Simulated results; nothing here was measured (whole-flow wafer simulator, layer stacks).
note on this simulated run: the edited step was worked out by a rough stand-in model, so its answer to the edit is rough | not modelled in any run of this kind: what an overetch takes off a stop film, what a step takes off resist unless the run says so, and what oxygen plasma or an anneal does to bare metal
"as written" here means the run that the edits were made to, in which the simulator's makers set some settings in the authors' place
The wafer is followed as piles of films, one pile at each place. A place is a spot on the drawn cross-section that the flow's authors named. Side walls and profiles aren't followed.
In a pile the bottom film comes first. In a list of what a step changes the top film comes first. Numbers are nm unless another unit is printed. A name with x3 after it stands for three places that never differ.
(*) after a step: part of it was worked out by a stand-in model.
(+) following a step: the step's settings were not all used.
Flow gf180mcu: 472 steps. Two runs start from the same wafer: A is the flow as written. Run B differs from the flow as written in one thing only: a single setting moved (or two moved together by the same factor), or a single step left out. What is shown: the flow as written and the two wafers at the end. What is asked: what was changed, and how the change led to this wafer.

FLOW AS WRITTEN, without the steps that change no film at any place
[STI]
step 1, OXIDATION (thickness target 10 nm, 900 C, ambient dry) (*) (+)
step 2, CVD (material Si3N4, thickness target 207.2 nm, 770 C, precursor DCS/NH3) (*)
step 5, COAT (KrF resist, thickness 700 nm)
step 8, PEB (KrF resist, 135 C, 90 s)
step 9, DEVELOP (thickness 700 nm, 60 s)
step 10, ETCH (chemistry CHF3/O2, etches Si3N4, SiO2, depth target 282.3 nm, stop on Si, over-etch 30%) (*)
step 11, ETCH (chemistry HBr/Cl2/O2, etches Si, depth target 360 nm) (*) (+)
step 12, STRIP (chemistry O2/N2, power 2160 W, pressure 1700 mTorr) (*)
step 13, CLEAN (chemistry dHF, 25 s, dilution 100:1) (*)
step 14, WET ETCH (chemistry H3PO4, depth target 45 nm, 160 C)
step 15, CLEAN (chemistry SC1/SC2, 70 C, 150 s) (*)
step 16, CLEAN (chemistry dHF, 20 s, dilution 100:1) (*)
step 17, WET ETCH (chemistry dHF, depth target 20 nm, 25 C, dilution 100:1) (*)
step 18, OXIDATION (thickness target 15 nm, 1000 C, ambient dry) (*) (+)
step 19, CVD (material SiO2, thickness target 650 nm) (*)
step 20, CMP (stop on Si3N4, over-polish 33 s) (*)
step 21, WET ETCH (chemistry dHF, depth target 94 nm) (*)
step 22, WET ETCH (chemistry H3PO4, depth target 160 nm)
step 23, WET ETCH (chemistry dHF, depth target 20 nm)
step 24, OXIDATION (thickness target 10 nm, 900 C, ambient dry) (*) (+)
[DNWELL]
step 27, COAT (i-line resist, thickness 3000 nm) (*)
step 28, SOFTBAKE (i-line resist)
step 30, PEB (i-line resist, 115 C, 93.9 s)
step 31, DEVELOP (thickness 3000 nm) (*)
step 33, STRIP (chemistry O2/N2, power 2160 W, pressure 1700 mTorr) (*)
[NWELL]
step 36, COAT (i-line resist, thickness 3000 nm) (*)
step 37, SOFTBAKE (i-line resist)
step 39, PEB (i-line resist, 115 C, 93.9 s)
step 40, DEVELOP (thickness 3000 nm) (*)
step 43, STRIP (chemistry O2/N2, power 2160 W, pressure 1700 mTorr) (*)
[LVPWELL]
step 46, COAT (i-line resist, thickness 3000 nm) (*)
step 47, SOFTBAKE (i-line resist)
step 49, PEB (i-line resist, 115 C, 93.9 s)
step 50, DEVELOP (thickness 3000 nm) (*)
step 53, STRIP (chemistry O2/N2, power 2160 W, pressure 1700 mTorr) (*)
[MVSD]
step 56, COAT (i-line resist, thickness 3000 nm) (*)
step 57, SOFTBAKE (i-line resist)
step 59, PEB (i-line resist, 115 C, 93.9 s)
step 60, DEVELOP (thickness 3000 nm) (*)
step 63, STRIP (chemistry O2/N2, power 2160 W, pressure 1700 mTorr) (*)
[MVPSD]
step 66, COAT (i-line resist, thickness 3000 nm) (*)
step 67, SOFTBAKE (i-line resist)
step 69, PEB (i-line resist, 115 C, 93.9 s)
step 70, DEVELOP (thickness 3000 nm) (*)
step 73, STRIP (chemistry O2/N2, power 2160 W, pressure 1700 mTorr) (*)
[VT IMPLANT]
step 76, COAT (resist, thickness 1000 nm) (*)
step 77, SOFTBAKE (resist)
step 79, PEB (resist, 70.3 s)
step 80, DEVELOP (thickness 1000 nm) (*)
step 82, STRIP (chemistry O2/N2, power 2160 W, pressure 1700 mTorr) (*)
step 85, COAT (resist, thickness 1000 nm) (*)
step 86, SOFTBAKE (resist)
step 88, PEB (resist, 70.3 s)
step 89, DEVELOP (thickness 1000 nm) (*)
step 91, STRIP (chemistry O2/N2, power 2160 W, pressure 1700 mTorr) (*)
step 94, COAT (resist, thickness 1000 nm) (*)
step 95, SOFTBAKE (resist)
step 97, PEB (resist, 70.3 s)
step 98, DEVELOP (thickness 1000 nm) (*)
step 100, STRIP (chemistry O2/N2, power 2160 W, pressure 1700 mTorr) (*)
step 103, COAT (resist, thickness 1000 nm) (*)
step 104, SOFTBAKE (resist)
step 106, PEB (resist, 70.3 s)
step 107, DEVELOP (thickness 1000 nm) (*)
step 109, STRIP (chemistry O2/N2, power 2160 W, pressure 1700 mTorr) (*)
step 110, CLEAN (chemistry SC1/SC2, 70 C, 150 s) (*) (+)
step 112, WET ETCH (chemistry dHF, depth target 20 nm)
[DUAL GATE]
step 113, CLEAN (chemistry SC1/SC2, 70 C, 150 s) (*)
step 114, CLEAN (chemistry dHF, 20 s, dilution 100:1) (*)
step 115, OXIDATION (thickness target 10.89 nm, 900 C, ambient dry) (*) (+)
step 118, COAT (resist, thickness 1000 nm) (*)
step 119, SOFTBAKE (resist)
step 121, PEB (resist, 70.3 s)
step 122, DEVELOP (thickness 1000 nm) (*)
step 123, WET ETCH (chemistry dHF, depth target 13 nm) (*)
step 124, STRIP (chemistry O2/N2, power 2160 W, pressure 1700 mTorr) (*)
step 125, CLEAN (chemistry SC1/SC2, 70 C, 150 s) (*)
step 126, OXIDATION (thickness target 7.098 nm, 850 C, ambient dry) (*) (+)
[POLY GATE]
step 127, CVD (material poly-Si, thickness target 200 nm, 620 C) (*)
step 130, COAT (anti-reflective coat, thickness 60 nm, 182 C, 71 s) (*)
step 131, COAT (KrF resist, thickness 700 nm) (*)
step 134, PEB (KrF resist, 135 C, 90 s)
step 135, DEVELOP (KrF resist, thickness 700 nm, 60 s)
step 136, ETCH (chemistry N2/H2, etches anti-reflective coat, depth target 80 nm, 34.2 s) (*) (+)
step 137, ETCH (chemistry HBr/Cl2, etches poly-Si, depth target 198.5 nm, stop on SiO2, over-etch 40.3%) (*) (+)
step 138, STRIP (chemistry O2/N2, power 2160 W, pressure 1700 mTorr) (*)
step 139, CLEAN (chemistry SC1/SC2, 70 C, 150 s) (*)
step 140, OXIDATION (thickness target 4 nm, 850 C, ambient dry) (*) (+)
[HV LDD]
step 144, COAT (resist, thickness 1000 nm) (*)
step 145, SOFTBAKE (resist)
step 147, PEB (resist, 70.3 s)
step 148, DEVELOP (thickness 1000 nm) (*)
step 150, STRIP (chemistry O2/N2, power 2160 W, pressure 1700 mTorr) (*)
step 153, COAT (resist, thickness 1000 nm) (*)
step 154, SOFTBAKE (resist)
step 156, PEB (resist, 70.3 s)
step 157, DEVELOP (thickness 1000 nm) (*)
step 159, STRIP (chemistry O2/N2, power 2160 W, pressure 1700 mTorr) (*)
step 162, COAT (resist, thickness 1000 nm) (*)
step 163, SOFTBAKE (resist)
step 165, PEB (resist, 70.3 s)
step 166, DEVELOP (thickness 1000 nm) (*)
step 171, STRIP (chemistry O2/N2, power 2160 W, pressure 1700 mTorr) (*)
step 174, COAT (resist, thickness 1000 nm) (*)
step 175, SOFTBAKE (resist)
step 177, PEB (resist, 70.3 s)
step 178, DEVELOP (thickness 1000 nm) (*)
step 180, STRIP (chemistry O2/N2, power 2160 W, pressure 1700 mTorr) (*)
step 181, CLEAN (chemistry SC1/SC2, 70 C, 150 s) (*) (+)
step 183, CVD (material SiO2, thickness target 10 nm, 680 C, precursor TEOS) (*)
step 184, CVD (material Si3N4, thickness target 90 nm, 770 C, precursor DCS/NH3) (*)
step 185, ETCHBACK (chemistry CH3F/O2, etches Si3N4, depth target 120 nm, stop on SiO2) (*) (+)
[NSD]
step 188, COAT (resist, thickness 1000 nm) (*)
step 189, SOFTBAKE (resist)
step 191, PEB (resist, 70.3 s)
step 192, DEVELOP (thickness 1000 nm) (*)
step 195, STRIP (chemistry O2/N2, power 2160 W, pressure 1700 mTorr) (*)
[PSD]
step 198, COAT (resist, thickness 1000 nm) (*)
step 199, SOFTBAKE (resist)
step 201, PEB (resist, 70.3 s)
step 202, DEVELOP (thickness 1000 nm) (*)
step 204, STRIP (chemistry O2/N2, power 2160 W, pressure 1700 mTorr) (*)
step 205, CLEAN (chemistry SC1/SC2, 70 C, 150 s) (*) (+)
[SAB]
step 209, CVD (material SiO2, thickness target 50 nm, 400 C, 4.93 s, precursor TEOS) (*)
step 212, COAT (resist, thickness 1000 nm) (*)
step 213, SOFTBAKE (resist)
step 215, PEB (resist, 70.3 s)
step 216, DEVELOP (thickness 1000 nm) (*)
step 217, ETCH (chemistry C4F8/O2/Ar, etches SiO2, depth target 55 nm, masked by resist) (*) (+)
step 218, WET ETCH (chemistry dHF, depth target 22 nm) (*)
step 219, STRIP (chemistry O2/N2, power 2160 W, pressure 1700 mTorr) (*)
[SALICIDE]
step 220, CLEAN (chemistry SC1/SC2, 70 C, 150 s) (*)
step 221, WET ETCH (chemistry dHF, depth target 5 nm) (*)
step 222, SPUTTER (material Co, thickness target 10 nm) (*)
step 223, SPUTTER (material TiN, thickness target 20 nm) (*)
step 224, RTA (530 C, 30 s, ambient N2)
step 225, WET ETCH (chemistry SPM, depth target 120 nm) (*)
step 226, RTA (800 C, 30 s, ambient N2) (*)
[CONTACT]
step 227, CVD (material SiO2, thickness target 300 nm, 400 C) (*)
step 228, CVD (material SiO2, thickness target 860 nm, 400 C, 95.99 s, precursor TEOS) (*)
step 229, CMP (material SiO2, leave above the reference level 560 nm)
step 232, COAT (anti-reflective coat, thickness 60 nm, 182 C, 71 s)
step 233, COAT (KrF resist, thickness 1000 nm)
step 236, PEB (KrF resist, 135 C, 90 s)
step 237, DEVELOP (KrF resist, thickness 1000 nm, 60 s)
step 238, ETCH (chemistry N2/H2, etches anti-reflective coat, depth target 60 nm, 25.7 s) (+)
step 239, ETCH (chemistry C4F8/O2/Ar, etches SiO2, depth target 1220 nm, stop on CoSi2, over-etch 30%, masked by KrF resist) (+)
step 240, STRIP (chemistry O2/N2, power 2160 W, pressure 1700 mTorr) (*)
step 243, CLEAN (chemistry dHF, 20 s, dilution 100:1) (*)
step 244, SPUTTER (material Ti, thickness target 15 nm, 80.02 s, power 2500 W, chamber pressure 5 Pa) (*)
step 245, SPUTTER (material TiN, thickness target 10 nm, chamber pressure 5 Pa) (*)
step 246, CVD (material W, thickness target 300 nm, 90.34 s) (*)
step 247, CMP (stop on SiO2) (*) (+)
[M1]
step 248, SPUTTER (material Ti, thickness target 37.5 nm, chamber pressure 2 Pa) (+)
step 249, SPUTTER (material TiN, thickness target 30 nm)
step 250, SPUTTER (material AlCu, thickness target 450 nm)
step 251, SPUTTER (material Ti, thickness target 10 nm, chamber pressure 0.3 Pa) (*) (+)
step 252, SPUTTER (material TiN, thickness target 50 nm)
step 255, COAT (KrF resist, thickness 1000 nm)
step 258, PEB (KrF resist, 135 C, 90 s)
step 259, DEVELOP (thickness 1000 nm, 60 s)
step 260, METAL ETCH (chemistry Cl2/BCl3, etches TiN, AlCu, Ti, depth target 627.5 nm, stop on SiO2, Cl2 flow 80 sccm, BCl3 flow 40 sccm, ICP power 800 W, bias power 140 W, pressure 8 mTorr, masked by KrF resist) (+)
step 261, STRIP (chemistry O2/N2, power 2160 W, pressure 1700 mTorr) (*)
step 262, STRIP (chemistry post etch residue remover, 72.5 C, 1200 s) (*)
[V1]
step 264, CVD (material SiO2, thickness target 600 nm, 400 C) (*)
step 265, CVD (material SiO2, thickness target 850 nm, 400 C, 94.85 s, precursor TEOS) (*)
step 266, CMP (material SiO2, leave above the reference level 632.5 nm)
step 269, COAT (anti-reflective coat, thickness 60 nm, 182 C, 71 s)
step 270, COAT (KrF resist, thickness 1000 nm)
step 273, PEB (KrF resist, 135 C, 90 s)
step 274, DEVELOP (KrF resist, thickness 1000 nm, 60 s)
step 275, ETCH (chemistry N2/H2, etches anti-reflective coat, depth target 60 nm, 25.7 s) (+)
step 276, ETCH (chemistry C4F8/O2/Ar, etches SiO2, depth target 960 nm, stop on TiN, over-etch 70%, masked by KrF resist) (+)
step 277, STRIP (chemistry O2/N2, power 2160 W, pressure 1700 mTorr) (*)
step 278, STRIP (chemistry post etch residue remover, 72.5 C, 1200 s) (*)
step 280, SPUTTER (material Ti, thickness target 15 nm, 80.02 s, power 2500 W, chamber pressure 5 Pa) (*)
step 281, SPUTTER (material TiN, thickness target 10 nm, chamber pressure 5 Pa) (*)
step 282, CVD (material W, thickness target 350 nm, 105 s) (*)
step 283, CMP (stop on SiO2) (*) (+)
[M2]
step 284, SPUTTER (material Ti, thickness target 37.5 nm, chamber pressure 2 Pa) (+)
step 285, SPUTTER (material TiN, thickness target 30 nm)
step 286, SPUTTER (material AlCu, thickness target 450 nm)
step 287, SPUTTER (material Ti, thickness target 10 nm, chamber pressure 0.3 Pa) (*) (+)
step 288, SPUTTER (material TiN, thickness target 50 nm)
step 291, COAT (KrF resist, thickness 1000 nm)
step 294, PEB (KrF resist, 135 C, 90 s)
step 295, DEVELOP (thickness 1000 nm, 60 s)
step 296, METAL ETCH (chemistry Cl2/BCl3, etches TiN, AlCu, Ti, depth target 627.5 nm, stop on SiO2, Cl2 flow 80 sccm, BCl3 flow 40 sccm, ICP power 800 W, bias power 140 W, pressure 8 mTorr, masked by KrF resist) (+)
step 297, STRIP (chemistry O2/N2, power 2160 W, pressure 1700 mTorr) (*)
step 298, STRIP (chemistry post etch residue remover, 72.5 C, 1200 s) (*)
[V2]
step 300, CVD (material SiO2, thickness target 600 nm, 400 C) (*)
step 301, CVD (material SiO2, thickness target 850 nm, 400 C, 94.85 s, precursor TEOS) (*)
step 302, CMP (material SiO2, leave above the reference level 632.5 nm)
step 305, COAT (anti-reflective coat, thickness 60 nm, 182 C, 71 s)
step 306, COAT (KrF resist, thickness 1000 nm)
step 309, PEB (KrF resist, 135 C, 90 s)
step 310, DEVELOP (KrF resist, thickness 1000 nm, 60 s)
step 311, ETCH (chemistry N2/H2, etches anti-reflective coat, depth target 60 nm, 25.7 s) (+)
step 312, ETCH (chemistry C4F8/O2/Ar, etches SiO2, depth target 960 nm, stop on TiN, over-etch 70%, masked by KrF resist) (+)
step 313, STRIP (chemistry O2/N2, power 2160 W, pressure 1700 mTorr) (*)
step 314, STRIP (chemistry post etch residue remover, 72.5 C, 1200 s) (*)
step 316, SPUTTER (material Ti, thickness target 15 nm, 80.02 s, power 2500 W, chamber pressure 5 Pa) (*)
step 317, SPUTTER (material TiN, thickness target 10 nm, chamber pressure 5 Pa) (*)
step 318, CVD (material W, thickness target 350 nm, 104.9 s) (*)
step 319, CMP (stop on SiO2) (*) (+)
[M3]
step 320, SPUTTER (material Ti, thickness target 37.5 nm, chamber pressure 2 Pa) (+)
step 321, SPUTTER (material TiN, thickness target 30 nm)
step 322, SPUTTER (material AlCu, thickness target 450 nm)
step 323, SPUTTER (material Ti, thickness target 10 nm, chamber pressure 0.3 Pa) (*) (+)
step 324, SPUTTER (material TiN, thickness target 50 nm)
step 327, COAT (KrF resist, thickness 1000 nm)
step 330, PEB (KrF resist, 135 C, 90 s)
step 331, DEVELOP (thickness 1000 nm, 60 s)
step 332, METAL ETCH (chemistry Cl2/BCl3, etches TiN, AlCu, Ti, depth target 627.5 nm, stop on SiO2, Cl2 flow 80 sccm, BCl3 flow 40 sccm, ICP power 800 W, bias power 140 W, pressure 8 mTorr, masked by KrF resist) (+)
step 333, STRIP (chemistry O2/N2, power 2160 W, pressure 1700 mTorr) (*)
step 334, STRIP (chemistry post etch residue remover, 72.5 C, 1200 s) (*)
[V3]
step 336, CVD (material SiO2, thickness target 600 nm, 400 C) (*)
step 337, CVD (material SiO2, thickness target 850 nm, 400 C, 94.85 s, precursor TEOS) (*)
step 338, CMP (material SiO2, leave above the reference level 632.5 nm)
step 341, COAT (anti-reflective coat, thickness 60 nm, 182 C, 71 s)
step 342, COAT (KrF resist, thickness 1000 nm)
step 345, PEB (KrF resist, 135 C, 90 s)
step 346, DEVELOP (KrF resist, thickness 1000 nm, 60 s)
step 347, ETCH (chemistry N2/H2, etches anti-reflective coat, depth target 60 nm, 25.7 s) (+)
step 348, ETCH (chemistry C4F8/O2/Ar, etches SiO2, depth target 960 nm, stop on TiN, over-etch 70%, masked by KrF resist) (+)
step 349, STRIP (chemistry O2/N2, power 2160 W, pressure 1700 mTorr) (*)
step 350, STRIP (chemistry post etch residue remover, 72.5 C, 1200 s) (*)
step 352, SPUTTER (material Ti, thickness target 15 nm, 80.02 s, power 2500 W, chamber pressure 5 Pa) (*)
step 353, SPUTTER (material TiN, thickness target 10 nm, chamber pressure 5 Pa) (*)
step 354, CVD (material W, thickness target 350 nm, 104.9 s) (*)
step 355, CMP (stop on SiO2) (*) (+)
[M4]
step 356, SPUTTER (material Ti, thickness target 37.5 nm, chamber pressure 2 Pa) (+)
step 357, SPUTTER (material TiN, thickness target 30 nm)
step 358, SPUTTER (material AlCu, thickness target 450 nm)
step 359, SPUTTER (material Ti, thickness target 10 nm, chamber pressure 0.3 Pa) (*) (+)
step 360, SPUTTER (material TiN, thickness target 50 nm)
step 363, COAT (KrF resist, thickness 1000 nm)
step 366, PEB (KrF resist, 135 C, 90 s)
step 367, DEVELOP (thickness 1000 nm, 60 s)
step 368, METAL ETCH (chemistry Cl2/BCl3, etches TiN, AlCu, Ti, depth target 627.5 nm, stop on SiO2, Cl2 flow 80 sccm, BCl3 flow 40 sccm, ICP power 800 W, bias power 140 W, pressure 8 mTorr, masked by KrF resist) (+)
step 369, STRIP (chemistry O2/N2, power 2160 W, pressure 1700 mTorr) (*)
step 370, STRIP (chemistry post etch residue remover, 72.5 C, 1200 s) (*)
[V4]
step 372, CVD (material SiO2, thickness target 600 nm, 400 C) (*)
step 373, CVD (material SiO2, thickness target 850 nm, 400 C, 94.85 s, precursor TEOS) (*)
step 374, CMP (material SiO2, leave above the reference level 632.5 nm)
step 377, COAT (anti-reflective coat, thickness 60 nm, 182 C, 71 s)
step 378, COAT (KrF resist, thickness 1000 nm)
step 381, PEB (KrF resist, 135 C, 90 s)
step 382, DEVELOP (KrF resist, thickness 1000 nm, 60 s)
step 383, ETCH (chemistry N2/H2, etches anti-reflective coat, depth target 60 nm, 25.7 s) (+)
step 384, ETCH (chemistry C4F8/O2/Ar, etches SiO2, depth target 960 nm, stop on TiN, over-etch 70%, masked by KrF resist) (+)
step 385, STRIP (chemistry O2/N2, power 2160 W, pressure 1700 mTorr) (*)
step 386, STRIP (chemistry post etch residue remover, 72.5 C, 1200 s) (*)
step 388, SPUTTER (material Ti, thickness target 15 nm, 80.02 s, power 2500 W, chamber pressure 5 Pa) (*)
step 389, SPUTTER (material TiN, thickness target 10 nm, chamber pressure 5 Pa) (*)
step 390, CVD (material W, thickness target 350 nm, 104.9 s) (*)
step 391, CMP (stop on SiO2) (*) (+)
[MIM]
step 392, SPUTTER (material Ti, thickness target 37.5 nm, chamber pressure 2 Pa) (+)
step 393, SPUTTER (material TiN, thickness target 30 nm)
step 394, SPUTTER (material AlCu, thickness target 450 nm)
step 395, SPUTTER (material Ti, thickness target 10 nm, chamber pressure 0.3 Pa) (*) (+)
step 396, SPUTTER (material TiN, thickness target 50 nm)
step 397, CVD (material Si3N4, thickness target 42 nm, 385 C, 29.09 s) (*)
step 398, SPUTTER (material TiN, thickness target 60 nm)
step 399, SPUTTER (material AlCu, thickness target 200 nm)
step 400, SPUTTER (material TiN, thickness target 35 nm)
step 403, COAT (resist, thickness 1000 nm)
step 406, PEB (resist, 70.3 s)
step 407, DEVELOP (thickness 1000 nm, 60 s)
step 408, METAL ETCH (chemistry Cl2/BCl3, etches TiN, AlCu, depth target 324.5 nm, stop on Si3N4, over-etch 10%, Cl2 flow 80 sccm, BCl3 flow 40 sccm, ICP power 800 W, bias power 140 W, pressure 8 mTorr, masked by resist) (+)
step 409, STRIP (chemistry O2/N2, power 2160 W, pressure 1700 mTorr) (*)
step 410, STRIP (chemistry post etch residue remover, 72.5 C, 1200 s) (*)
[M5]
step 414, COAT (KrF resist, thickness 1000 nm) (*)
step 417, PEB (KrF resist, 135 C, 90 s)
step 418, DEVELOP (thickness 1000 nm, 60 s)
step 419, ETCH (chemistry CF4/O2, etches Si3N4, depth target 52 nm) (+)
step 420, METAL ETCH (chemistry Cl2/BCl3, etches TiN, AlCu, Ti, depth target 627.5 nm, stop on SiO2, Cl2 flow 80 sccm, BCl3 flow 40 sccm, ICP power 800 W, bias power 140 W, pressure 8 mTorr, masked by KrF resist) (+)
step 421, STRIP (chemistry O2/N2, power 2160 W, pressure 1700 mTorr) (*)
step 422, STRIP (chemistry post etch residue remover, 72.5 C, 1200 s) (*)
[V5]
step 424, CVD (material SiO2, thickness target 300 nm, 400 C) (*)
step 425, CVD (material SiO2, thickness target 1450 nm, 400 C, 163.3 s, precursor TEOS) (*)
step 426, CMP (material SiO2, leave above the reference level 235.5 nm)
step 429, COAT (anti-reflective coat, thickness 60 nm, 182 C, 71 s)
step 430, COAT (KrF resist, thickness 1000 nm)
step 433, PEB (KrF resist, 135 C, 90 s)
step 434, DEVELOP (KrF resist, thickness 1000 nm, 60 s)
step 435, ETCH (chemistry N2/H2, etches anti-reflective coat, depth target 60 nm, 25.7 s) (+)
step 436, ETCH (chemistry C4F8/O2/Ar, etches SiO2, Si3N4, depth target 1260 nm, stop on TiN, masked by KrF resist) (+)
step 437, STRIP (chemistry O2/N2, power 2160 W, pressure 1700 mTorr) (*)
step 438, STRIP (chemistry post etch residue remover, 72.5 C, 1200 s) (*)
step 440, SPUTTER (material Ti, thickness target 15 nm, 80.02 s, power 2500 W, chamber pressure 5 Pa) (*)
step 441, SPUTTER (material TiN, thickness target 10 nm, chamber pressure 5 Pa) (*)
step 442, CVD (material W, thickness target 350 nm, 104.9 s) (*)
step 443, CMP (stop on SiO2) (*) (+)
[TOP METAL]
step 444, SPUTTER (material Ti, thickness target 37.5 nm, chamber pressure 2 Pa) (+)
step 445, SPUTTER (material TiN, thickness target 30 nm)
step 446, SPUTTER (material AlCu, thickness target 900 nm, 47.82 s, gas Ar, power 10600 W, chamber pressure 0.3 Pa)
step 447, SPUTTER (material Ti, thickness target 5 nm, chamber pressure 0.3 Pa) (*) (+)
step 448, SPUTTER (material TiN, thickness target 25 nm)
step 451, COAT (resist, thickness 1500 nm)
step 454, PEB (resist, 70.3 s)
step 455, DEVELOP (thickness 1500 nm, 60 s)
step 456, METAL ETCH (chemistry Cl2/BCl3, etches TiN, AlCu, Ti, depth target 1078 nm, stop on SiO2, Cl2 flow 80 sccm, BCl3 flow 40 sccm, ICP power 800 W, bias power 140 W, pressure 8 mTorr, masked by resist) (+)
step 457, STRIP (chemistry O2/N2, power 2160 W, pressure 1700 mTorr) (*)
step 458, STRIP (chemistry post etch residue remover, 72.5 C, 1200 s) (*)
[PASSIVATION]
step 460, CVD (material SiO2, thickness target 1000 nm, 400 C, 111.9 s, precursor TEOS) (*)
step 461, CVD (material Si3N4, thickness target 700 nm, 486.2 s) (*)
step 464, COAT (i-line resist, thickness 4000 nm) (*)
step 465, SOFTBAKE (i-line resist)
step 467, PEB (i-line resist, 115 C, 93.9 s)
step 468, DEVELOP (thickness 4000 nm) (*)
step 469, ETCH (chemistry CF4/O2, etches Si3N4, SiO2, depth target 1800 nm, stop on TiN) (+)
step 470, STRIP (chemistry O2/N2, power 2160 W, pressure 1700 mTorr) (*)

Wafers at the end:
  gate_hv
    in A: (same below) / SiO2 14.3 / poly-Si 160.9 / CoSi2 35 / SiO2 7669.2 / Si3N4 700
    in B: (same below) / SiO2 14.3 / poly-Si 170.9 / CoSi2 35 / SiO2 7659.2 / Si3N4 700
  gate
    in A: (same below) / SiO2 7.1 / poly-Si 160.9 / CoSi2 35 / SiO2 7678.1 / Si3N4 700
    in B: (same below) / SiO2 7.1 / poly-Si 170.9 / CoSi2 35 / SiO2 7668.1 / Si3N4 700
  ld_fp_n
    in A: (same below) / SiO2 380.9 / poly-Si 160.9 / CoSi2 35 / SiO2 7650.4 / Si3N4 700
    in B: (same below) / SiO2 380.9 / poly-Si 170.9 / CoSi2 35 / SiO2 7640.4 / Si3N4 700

What caused this: step 127, CVD: thickness target 210 nm was run, while the flow as written has thickness target 200 nm.

How this came from the change, step by step:
  step 127, CVD (material poly-Si, thickness target 200 nm, 620 C) (*)
      field, field__w1, field__w2 and 89 more: A poly-Si gains 200 (new film) | B poly-Si gains 210 (new film)
  step 137, ETCH (chemistry HBr/Cl2, etches poly-Si, depth target 198.5 nm, stop on SiO2, over-etch 40.3%) (*) (+)
      field__w3, field__w12, field_sub and 14 more: A poly-Si loses 199 (all of it), SiO2 loses 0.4 | B poly-Si loses 209 (all of it), SiO2 loses 0.35
      field__w6, sti, m1 and 11 more: A poly-Si loses 198.8 (all of it), SiO2 loses 0.4 | B poly-Si loses 208.8 (all of it), SiO2 loses 0.35
      (as well as at 33 more places)
  step 145, SOFTBAKE (resist)
      field_sub: A resist gains 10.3 | B resist gains 10.9
      ld_acc_n: A resist loses 11.1 | B resist loses 11.7
      (as well as at 4 more places)
  step 154, SOFTBAKE (resist)
      field_sub: A resist gains 10.3 | B resist gains 10.9
      ld_acc_n: A resist loses 11.1 | B resist loses 11.7
      (as well as at 4 more places)
  step 163, SOFTBAKE (resist)
      field_sub: A resist gains 10.3 | B resist gains 10.9
      ld_acc_n: A resist loses 11.1 | B resist loses 11.7
      (as well as at 4 more places)
  step 175, SOFTBAKE (resist)
      field_sub: A resist gains 10.3 | B resist gains 10.9
      ld_acc_n: A resist loses 11.1 | B resist loses 11.7
      (as well as at 4 more places)
  step 189, SOFTBAKE (resist)
      field_sub: A resist gains 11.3 | B resist gains 12
      ld_acc_n: A resist loses 11.3 | B resist loses 11.9
      (as well as at 7 more places)
  step 199, SOFTBAKE (resist)
      field_sub: A resist gains 11.3 | B resist gains 12
      ld_acc_n: A resist loses 11.3 | B resist loses 11.9
      (as well as at 7 more places)
  step 213, SOFTBAKE (resist)
      field_sub: A resist gains 11.7 | B resist gains 12.3
      gate_p_hv: A resist loses 9.34 | B resist loses 9.89
      (as well as at 4 more places)
  step 229, CMP (material SiO2, leave above the reference level 560 nm)
      ld_drift_p, ld_drn_p: A SiO2 loses 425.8 | B SiO2 loses 435.8
